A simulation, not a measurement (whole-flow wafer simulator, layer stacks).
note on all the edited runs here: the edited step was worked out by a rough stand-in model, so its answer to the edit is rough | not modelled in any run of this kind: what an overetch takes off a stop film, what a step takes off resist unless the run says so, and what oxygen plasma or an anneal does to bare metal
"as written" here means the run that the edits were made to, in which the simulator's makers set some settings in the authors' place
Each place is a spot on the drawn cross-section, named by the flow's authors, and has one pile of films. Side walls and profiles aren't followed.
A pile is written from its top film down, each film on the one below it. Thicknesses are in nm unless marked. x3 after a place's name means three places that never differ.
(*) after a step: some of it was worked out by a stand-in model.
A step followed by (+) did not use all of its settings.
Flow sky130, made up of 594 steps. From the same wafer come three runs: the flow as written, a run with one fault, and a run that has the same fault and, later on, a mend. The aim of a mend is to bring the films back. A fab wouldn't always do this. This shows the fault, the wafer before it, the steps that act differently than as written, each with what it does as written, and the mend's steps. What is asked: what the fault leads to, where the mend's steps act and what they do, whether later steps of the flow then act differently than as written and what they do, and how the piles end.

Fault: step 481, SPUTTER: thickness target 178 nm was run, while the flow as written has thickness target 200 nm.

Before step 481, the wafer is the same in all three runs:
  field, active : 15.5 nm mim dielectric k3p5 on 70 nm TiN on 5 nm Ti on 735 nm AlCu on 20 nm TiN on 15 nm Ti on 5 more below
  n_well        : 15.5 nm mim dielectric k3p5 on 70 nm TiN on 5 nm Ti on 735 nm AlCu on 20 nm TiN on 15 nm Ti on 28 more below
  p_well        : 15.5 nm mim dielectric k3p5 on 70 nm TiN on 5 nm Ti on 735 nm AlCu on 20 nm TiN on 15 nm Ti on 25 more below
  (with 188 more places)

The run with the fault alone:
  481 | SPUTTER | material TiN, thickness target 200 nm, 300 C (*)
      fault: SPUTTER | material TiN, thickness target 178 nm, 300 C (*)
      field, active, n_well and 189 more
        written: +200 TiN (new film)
        fault: +178 TiN (new film)
  Later steps of the flow acting differently than as written (not shown: 5 more steps that differ only slightly, by at most 2% or 0.5 nm, whichever is larger):
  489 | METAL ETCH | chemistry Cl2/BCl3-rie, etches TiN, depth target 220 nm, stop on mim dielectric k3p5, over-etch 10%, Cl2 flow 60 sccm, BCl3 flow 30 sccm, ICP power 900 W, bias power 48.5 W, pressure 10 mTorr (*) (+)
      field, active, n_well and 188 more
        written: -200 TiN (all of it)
        fault: -178 TiN (all of it)
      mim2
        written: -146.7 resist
        fault: -130.5 resist
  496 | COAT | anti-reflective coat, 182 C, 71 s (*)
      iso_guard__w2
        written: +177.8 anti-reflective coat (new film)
        fault: +163.4 anti-reflective coat (new film)
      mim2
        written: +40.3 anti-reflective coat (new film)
        fault: +35.4 anti-reflective coat (new film)
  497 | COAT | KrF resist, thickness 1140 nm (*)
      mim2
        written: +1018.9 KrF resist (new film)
        fault: +1040 KrF resist (new film)
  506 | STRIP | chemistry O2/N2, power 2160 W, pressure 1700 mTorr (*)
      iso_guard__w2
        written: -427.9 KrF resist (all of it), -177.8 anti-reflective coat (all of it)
        fault: -437.5 KrF resist (all of it), -163.4 anti-reflective coat (all of it)
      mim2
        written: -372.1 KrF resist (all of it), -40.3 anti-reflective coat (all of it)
        fault: -393.1 KrF resist (all of it), -35.4 anti-reflective coat (all of it)
  At mim2, the piles at the end differ from the flow's by more than 2% or 0.5 nm, whichever is larger.
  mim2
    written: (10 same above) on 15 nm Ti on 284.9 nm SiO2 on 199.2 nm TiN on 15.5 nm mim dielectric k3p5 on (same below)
    fault: (10 same above) on 15 nm Ti on 306.9 nm SiO2 on 177.2 nm TiN on 15.5 nm mim dielectric k3p5 on (same below)

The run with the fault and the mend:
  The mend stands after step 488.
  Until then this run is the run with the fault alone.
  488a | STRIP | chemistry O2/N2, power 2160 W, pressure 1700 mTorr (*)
      mim2
        -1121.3 resist (all of it)
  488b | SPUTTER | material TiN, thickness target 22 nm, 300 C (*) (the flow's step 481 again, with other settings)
      field, active, n_well and 189 more
        +22 TiN
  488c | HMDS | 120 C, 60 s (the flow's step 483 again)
      leaves every film unchanged at each place that is followed
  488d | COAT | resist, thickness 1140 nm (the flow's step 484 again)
      field, active, n_well and 187 more
        +1140 resist (new film)
      m1, via3_hole
        +1140.6 resist (new film)
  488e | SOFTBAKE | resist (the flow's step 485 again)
      leaves every film unchanged at each place that is followed
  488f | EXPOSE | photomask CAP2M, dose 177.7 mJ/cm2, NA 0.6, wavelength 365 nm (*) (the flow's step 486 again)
      leaves every film unchanged at each place that is followed
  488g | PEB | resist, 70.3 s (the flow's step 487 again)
      field, active, n_well and 189 more
        -18.7 resist
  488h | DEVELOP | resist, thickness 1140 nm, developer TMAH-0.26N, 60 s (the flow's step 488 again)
      field, active, n_well and 186 more
        -1121.3 resist (all of it)
      m1, via3_hole
        -1121.9 resist (all of it)
  Every later step of the flow that is run acts as written at every place that is followed.
  By the end, the piles equal the flow's at every place that both follow.
